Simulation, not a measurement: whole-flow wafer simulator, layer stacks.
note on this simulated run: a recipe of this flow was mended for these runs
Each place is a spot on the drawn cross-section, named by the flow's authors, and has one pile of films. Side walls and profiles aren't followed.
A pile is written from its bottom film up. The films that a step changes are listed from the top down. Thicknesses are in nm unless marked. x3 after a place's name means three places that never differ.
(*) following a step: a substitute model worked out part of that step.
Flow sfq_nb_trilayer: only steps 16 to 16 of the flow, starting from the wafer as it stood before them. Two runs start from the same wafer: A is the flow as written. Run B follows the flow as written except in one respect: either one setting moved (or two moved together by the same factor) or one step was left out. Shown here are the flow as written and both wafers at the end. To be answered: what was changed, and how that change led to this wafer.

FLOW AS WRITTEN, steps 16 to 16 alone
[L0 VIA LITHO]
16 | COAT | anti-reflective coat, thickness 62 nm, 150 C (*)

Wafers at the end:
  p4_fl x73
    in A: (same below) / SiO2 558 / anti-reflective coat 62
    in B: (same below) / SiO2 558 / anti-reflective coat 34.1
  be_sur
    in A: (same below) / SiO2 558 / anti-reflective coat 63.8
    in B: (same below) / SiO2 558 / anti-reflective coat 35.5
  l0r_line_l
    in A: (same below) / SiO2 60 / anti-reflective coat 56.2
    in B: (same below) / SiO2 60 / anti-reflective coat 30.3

Cause: step 16, COAT: thickness 34.1 nm was run, whereas the flow has thickness 62 nm.
One can read it off the wafer: p4_fl x73 has anti-reflective coat 34.1, and step 16 as written asks for 62 nm.

The path from the change to this, step by step:
  16 | COAT | anti-reflective coat, thickness 62 nm, 150 C (*)
      p4_fl x73: A anti-reflective coat gains 62 (new film) | B anti-reflective coat gains 34.1 (new film)
      be_sur, gap, jj_sur and 8 more: A anti-reflective coat gains 63.8 (new film) | B anti-reflective coat gains 35.5 (new film)
      (also at 22 further places)
